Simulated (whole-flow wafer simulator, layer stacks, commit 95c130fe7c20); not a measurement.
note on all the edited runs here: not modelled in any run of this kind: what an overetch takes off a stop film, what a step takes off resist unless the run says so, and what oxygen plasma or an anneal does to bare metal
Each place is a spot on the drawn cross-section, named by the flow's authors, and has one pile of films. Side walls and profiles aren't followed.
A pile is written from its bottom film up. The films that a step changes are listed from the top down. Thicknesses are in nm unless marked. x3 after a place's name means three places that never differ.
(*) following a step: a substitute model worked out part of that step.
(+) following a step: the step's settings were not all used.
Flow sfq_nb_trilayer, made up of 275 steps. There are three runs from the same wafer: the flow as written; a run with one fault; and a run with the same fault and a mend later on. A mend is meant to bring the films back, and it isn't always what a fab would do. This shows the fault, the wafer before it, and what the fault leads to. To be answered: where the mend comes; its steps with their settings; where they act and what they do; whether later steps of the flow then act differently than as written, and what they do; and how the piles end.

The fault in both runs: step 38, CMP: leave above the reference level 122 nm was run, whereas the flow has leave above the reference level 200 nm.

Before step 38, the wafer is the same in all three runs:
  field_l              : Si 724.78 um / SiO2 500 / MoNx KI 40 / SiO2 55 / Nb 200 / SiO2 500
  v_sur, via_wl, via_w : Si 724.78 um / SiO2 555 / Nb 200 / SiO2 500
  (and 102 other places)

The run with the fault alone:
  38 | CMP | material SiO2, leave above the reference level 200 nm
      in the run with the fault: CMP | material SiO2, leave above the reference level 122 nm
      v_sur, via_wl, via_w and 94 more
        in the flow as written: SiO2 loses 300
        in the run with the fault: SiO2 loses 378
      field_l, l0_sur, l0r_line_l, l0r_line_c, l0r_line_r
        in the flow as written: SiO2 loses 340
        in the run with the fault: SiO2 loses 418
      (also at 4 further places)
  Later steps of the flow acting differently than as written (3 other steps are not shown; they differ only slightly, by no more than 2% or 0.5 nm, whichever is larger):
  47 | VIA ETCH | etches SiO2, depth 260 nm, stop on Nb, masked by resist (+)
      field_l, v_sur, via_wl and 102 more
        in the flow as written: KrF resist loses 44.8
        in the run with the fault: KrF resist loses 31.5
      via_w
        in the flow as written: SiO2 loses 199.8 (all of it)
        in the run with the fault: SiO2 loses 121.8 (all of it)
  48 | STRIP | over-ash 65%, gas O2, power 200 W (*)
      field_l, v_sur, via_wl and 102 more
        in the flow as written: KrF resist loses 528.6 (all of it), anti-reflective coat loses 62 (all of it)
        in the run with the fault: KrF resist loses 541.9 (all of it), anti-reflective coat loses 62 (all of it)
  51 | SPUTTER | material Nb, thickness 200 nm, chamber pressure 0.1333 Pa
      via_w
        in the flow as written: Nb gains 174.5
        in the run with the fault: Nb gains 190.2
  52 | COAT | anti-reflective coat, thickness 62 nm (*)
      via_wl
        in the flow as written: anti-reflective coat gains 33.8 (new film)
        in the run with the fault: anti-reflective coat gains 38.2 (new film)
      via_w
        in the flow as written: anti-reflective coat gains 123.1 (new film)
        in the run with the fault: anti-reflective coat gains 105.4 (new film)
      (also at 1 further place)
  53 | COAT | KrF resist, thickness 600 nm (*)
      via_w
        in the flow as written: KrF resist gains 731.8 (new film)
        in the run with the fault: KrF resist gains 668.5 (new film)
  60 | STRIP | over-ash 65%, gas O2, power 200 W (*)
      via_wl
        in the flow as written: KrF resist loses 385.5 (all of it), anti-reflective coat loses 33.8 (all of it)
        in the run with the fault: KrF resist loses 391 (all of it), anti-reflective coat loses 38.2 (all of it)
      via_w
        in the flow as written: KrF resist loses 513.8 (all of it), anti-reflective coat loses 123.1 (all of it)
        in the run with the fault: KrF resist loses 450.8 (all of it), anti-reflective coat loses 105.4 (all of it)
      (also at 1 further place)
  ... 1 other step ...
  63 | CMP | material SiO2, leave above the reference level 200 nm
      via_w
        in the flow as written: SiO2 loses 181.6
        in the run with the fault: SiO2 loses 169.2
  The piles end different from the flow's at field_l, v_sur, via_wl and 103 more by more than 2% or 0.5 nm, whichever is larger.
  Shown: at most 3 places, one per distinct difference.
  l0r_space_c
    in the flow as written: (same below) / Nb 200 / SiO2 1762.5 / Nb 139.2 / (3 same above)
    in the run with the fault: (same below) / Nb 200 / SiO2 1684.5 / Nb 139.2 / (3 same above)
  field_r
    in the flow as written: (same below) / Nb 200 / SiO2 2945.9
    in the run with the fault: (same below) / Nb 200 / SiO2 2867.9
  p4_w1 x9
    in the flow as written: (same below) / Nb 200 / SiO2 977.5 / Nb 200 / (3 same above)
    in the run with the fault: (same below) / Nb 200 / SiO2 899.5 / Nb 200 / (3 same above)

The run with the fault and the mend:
  The mend follows step 45.
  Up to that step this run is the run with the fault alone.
  45a | STRIP | over-ash 65%, gas O2, power 200 W (*)
      field_l, v_sur, via_wl and 102 more
        KrF resist loses 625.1 (all of it), anti-reflective coat loses 62 (all of it)
      via_w
        anti-reflective coat loses 62 (all of it)
  45b | PECVD | material SiO2, thickness 78 nm, 150 C, 17.33 s, RF power 183.3 W, pressure 2.4 Torr, precursor SiH4/N2O (the flow's step 37 again, with other settings)
      field_l, v_sur, via_wl and 103 more
        SiO2 gains 78
  45c | COAT | anti-reflective coat, thickness 62 nm (the flow's step 40 again)
      field_l, v_sur, via_wl and 103 more
        anti-reflective coat gains 62 (new film)
  45d | COAT | KrF resist, thickness 650 nm (the flow's step 41 again)
      field_l, v_sur, via_wl and 103 more
        KrF resist gains 650 (new film)
  45e | SOFTBAKE | KrF resist (the flow's step 42 again)
      alters no film at any place that is followed
  45f | EXPOSE | photomask I0, dose 11.91 mJ/cm2, NA 0.6, wavelength 248 nm (*) (the flow's step 43 again)
      alters no film at any place that is followed
  45g | PEB | KrF resist, 90 s (the flow's step 44 again)
      field_l, v_sur, via_wl and 103 more
        KrF resist loses 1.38
  45h | DEVELOP | KrF resist, thickness 650 nm, 60 s (the flow's step 45 again)
      field_l, v_sur, via_wl and 102 more
        KrF resist loses 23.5
      via_w
        KrF resist loses 648.6 (all of it)
  Every later step of the flow that is run acts as written at every place that is followed.
  The piles end the same as the flow's at every place that both follow.
